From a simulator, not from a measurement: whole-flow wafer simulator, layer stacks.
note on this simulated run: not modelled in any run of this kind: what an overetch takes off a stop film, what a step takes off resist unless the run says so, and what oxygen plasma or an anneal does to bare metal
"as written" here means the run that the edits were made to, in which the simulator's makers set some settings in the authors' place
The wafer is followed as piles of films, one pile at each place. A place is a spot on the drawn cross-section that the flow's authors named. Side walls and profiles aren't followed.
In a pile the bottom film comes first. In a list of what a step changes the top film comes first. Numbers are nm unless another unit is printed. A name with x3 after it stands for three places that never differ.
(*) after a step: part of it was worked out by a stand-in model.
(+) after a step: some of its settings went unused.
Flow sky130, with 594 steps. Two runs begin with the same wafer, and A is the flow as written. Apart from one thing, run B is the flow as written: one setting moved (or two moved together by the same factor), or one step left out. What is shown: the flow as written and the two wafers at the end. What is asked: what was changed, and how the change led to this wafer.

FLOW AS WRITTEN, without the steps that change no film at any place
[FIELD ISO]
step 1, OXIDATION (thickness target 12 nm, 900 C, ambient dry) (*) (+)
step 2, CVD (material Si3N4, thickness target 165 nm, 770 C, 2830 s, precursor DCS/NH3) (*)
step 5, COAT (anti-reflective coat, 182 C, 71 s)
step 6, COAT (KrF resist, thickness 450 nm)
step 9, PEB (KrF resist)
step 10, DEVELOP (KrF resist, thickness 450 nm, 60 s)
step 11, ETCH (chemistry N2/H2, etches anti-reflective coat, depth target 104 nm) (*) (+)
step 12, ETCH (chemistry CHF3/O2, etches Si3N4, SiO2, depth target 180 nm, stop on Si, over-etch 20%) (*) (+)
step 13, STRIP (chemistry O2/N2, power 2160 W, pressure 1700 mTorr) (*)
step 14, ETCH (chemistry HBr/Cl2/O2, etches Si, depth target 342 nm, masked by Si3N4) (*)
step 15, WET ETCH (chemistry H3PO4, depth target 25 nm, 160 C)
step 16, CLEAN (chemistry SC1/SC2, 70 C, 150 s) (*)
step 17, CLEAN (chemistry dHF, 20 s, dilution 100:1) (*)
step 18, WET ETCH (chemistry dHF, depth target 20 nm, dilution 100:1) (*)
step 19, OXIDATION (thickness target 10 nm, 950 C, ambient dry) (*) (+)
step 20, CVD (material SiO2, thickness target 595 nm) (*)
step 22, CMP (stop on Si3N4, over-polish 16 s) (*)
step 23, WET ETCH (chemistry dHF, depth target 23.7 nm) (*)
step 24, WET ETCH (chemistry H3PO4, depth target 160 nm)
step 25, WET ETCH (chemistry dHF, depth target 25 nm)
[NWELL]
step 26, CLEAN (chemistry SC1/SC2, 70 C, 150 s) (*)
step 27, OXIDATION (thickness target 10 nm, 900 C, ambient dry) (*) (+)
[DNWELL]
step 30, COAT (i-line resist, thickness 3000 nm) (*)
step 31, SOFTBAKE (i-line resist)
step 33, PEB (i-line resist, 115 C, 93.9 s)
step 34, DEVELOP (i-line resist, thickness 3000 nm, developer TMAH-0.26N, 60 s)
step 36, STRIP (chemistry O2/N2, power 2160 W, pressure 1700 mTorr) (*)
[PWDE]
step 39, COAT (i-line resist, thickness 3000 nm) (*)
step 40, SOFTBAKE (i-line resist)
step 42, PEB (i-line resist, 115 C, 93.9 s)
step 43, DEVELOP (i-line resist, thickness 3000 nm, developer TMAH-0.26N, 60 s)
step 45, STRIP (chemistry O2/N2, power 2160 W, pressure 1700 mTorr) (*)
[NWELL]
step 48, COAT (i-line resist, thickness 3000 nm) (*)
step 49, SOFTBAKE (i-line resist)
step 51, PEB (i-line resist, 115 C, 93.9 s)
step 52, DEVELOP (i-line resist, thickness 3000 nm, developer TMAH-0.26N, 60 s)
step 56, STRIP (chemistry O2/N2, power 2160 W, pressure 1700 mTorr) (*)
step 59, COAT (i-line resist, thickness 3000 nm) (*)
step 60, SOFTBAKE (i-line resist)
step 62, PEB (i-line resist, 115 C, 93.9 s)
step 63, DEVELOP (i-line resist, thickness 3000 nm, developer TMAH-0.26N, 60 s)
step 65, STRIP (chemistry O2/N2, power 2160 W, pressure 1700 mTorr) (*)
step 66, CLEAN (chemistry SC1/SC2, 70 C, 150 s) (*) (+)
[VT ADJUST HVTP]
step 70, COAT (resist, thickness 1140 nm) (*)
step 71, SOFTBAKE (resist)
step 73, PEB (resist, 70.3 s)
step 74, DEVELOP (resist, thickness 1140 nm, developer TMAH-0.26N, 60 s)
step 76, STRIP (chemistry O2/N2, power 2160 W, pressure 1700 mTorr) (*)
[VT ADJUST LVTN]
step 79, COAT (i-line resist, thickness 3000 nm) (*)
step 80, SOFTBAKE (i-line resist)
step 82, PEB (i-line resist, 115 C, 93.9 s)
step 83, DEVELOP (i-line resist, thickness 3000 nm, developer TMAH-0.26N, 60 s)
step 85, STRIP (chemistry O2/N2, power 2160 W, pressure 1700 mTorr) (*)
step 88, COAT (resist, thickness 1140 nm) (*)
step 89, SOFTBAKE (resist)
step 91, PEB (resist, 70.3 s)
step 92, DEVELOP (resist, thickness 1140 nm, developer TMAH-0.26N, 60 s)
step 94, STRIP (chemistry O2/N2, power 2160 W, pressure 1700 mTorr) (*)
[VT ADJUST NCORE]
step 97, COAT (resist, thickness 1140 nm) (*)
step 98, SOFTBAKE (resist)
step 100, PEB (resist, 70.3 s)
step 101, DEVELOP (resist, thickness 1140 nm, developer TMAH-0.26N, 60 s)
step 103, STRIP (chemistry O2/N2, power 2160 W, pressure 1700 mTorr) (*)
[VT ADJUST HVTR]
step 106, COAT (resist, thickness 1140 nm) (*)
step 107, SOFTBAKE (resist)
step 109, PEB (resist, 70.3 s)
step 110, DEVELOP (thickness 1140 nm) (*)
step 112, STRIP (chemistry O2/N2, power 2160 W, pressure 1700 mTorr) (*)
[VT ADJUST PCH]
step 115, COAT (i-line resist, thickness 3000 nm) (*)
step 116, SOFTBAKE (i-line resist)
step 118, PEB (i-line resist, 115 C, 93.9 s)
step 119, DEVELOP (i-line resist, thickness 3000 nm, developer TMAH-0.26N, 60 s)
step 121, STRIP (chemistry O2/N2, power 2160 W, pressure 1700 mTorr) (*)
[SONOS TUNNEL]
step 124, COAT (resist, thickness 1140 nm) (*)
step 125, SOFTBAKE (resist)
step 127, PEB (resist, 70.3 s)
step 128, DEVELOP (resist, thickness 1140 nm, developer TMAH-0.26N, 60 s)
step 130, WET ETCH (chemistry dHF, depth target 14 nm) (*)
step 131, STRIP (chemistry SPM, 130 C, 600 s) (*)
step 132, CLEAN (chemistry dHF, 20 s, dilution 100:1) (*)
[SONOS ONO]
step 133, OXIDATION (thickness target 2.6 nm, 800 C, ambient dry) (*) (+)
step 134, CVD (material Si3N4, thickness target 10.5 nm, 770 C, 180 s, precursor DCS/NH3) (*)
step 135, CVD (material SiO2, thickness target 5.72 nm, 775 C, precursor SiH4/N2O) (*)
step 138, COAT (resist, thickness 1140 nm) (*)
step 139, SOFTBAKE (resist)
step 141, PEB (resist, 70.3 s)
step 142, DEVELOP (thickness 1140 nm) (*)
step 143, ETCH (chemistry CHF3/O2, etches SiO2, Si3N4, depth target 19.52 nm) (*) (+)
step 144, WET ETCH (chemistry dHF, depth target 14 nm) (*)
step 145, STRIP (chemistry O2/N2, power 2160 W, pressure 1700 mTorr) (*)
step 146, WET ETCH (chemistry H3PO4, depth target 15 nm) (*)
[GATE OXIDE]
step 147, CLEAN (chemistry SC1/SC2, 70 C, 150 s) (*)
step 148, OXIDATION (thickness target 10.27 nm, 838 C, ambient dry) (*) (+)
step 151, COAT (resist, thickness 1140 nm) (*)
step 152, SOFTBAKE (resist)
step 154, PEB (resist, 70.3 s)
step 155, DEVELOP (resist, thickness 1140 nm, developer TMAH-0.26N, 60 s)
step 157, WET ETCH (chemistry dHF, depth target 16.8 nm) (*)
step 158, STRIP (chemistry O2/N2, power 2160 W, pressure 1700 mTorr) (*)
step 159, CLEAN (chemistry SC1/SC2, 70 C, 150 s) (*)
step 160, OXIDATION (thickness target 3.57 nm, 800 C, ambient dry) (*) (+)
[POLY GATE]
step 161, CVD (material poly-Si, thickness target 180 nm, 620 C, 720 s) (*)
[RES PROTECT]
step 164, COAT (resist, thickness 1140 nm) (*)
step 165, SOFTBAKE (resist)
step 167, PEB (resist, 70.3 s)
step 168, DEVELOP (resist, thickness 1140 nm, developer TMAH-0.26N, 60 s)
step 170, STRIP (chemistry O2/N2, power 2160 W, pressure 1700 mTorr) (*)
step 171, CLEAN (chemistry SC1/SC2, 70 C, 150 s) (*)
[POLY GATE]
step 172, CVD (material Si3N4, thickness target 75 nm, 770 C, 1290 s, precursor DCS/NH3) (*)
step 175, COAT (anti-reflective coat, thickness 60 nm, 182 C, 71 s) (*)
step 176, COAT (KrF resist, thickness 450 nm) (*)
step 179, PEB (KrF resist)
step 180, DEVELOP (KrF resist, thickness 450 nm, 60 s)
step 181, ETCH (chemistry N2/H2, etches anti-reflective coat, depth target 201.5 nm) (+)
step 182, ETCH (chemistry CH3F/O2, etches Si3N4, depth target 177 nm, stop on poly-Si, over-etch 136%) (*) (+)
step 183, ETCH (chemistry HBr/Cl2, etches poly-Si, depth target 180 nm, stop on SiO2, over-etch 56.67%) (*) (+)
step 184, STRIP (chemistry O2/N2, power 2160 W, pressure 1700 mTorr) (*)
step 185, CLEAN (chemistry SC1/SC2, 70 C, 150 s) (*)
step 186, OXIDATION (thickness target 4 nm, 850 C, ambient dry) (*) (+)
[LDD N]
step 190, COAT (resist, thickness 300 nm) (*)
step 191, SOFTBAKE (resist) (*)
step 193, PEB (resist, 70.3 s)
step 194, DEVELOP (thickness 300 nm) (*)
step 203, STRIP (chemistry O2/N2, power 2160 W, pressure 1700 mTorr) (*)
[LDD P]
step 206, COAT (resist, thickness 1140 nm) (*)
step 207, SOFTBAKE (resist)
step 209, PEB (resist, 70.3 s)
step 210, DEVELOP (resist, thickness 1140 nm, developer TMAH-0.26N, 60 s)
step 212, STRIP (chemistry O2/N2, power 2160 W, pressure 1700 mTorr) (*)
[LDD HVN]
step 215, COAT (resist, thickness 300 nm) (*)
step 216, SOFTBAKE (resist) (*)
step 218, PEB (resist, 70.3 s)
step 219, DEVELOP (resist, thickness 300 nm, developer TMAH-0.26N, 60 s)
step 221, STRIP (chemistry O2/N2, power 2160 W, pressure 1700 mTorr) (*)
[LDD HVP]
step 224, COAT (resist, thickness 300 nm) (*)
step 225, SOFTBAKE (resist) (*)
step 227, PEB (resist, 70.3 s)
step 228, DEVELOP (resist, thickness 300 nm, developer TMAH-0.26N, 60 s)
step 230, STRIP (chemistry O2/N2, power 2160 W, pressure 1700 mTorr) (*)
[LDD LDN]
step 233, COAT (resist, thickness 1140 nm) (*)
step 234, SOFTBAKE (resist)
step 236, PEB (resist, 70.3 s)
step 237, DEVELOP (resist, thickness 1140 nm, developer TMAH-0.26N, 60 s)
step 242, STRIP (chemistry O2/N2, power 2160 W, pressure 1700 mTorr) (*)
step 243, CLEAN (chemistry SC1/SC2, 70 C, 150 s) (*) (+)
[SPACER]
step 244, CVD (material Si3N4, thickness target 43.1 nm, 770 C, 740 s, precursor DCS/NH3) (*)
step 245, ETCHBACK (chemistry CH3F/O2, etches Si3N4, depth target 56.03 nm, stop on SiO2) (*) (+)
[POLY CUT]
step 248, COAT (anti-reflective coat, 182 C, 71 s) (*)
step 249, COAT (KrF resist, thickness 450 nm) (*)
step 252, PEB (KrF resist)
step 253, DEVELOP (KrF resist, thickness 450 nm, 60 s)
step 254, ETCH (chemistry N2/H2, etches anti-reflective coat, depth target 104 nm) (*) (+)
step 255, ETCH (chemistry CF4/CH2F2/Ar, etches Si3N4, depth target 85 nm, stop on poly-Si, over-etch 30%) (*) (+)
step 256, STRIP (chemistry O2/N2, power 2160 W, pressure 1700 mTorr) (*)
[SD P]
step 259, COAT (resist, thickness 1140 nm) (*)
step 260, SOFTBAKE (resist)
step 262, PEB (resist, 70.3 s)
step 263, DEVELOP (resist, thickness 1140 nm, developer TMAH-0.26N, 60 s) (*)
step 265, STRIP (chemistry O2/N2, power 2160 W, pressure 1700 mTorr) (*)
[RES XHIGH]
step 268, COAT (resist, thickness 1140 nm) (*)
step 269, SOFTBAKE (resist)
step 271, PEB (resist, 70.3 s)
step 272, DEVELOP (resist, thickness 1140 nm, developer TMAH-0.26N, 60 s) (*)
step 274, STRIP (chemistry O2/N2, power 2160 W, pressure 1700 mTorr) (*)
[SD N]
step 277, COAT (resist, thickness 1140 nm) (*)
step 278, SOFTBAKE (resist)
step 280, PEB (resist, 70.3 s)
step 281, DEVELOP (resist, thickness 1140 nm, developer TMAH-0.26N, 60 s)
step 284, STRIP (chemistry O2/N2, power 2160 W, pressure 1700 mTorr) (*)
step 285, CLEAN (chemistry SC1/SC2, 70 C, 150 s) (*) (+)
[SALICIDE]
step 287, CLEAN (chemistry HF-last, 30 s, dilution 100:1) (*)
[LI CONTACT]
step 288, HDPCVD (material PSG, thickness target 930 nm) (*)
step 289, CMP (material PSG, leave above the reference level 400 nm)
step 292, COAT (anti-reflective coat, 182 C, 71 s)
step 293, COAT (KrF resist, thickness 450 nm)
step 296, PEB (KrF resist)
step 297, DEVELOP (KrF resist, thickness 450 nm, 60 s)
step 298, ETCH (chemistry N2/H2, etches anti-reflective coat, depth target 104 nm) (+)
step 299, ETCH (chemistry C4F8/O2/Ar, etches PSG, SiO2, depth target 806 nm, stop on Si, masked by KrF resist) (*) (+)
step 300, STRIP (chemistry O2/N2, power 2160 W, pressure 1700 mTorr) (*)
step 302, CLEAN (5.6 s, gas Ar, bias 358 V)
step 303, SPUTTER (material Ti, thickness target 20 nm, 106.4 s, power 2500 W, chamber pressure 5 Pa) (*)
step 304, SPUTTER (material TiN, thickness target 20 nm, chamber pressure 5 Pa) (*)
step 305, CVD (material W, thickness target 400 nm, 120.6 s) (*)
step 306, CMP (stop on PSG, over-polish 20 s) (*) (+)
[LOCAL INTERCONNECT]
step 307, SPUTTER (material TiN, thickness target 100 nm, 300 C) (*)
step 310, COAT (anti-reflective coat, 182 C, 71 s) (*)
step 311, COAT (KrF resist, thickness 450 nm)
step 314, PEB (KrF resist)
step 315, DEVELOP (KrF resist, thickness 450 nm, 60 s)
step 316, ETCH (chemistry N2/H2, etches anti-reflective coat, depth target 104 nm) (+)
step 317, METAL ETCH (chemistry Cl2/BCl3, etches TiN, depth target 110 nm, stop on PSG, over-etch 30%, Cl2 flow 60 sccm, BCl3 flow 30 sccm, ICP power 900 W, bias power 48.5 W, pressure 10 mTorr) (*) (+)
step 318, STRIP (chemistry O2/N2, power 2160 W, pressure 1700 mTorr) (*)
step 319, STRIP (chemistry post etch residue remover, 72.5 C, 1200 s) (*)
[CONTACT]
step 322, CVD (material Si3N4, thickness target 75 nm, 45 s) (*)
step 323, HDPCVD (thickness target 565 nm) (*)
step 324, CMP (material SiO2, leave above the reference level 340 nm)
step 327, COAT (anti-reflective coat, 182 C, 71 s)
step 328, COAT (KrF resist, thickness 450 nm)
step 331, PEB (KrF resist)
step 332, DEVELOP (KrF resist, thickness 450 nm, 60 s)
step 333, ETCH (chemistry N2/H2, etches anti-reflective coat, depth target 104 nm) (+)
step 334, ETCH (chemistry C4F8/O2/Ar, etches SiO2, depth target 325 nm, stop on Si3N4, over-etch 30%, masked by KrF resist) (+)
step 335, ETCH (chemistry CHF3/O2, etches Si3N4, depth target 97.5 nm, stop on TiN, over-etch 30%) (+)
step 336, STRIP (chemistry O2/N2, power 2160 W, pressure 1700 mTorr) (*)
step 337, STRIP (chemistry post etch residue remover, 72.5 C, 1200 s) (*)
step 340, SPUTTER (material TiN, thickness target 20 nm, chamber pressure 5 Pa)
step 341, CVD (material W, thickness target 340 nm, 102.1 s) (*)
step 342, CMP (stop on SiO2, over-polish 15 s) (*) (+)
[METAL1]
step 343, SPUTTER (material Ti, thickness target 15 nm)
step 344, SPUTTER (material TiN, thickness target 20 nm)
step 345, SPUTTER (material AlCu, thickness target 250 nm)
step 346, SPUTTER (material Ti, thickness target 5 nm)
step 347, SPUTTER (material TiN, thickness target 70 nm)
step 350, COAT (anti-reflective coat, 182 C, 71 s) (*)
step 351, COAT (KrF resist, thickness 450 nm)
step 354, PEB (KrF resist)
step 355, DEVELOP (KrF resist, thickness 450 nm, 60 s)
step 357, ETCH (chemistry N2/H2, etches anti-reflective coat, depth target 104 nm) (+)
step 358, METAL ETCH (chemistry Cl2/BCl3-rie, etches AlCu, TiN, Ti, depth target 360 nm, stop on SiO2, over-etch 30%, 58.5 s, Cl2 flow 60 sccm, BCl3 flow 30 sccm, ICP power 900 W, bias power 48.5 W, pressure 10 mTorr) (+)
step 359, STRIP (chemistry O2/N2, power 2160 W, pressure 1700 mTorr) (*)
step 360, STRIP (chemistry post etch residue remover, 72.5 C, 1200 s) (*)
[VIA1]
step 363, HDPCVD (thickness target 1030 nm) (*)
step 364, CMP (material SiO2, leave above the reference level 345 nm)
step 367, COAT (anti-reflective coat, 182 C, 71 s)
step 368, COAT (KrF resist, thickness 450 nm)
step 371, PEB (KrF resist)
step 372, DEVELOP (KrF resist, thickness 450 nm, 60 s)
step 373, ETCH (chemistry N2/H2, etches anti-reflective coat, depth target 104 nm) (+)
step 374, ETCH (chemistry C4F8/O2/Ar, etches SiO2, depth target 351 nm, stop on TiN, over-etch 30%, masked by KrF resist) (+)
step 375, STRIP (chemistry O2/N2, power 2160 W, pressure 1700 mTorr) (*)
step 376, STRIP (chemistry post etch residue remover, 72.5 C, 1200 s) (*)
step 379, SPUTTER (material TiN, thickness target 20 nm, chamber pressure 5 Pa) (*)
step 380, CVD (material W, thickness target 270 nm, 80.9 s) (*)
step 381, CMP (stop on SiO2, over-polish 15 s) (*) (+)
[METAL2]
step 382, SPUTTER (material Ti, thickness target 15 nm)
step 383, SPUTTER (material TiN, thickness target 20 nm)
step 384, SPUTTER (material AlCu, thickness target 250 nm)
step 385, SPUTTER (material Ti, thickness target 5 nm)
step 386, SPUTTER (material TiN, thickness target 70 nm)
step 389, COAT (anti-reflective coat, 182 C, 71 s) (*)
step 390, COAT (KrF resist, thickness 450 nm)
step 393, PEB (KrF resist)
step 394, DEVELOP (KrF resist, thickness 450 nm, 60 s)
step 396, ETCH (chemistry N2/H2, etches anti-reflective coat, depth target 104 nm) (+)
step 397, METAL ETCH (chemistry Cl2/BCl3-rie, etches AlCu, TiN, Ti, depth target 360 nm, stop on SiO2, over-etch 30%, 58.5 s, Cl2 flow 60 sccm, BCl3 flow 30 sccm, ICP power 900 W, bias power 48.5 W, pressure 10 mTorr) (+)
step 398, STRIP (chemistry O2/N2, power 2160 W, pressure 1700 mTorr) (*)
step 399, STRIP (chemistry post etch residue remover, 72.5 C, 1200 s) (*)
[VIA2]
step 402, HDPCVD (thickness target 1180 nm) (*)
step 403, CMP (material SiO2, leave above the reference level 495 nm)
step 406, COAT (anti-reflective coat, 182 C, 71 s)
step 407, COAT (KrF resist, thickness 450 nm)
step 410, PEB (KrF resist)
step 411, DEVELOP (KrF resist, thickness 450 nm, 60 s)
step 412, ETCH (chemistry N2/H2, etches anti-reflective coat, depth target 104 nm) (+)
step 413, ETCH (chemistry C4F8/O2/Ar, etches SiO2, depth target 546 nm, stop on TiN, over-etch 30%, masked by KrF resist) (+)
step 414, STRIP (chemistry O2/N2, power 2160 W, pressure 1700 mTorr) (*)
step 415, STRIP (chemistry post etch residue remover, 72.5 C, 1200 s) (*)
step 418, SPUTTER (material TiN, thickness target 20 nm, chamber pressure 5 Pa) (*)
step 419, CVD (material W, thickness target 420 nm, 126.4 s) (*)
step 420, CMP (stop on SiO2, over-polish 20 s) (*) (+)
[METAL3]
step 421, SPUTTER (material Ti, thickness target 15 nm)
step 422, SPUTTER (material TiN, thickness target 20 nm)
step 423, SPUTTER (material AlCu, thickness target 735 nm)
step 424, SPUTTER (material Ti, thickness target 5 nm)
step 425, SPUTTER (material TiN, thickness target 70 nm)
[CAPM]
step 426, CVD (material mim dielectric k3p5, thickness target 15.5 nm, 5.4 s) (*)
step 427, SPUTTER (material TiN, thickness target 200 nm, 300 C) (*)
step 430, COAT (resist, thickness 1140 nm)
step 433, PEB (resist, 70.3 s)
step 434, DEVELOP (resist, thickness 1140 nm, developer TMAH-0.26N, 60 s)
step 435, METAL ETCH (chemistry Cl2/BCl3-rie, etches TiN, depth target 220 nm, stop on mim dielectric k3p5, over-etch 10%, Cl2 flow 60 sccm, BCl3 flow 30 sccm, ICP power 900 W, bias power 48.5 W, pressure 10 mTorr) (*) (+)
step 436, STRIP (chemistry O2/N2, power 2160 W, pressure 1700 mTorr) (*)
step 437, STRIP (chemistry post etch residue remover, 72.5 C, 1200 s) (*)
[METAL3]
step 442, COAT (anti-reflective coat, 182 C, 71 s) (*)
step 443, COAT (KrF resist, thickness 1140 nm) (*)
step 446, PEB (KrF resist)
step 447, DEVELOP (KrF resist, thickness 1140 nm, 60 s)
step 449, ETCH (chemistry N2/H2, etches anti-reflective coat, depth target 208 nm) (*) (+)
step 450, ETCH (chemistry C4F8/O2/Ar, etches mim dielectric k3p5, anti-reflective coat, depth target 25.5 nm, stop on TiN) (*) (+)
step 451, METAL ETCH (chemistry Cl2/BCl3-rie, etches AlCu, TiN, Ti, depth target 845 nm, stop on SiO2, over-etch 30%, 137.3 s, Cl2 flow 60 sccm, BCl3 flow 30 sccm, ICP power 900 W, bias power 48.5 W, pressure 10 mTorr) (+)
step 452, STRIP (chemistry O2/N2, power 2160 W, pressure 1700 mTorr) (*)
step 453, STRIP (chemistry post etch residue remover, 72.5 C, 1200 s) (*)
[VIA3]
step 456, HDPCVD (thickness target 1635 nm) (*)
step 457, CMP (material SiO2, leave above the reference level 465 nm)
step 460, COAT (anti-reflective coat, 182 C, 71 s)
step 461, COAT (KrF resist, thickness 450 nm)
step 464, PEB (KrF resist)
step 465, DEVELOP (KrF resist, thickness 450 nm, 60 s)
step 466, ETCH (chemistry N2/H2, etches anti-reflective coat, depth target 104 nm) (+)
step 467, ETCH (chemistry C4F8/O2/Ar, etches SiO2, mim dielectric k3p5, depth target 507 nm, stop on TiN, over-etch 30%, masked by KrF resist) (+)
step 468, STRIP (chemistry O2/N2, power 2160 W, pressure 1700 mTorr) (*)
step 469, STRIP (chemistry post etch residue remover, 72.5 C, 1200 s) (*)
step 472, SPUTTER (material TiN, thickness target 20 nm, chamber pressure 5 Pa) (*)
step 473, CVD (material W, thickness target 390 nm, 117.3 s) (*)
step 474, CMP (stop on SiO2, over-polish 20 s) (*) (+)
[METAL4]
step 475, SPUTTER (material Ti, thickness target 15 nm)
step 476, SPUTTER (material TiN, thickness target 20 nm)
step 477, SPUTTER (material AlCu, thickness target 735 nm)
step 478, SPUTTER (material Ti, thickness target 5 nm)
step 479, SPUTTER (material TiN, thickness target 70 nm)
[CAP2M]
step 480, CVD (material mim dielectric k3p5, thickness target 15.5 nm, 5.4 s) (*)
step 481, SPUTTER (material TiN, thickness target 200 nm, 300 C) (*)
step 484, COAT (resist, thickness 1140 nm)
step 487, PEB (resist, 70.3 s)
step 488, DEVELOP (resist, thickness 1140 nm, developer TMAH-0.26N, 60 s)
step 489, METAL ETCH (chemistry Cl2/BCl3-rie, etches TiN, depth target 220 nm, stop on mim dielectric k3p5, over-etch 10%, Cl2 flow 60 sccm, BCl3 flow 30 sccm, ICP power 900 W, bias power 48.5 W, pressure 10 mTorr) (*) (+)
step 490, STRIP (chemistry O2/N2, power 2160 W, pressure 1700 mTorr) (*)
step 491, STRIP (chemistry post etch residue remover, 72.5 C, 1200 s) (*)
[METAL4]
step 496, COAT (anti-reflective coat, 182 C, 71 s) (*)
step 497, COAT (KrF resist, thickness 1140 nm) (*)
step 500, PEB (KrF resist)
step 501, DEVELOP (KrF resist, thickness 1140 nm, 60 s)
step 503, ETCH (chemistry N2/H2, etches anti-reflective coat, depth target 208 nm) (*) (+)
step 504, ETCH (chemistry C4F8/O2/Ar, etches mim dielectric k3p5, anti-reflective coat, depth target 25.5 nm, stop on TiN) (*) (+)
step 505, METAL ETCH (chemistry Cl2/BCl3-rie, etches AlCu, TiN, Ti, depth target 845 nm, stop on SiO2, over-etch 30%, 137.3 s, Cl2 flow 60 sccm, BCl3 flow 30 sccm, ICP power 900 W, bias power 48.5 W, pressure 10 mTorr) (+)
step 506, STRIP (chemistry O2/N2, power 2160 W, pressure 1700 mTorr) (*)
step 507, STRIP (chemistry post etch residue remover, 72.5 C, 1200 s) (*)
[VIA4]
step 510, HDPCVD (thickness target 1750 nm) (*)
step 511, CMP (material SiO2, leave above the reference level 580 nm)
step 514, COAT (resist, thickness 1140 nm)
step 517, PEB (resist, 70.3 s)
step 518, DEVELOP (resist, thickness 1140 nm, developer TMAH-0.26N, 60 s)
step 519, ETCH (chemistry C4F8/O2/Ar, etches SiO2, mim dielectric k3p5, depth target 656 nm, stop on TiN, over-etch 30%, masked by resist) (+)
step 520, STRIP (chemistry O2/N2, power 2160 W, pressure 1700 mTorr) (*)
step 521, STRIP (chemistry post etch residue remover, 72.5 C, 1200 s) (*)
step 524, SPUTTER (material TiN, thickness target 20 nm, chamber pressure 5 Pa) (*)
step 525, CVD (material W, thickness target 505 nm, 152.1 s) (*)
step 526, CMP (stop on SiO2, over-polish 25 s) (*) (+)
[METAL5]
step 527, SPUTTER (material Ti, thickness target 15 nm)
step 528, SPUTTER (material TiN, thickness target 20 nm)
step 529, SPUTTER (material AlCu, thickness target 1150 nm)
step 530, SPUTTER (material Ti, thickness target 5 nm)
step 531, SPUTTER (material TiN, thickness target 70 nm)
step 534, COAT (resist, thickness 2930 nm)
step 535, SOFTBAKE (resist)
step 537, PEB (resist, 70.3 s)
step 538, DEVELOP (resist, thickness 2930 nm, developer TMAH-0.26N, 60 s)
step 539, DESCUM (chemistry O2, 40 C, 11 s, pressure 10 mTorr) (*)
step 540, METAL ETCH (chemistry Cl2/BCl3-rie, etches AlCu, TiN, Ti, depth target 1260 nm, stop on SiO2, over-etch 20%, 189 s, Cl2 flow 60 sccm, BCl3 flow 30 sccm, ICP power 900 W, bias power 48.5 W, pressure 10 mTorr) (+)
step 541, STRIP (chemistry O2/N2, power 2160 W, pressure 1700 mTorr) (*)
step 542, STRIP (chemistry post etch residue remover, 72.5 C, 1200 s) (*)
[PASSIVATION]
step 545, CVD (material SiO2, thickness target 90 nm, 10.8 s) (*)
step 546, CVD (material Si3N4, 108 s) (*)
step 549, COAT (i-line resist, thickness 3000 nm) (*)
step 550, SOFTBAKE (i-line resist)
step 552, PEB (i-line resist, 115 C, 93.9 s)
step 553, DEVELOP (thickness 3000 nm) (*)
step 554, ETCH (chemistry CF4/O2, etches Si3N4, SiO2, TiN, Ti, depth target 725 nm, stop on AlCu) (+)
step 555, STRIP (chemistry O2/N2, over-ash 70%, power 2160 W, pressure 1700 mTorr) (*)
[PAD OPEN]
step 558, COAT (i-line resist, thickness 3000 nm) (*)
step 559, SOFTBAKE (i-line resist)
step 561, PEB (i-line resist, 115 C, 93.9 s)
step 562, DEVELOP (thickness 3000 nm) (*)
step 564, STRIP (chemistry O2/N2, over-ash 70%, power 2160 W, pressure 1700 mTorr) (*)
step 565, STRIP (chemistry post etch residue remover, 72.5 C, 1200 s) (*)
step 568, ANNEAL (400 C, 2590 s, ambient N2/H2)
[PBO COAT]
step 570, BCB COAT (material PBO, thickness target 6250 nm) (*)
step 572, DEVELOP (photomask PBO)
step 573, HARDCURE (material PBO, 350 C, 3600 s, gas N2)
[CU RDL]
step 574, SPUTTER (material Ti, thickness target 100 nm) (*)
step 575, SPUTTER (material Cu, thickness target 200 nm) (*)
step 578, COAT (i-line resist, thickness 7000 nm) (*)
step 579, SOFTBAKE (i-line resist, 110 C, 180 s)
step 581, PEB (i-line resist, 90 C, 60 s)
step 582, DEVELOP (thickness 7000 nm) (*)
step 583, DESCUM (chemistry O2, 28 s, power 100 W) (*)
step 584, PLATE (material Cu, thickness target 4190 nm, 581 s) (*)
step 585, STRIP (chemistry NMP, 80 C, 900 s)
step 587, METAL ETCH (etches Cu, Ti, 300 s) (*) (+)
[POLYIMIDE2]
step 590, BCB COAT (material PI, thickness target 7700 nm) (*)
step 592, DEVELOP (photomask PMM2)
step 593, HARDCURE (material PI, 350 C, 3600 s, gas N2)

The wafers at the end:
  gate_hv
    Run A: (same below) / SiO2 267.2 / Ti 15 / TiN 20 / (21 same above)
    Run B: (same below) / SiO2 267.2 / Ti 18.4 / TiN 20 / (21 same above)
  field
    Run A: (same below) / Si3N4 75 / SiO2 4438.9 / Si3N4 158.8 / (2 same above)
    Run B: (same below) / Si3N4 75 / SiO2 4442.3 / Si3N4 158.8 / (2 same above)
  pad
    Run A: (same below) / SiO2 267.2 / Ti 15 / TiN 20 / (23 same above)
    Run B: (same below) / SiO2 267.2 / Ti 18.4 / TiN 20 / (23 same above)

What caused this: step 382, SPUTTER: thickness target 18.4 nm was run, though the flow has thickness target 15 nm.
One can read it off the wafer: gate_hv has Ti 18.4, and step 382 as written asks for 15 nm.

The path from the change to this, step by step:
  step 382, SPUTTER (material Ti, thickness target 15 nm)
      field, active, n_well and 188 more: A Ti gains 15 (new film) | B Ti gains 18.4 (new film)
  step 397, METAL ETCH (chemistry Cl2/BCl3-rie, etches AlCu, TiN, Ti, depth target 360 nm, stop on SiO2, over-etch 30%, 58.5 s, Cl2 flow 60 sccm, BCl3 flow 30 sccm, ICP power 900 W, bias power 48.5 W, pressure 10 mTorr) (+)
      field, active, gate and 82 more: A TiN loses 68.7 (all of it), Ti loses 5 (all of it), AlCu loses 250 (all of it), TiN loses 20 (all of it), Ti loses 15 (all of it), SiO2 loses 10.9 | B TiN loses 68.7 (all of it), Ti loses 5 (all of it), AlCu loses 250 (all of it), TiN loses 20 (all of it), Ti loses 18.4 (all of it), SiO2 loses 10.6
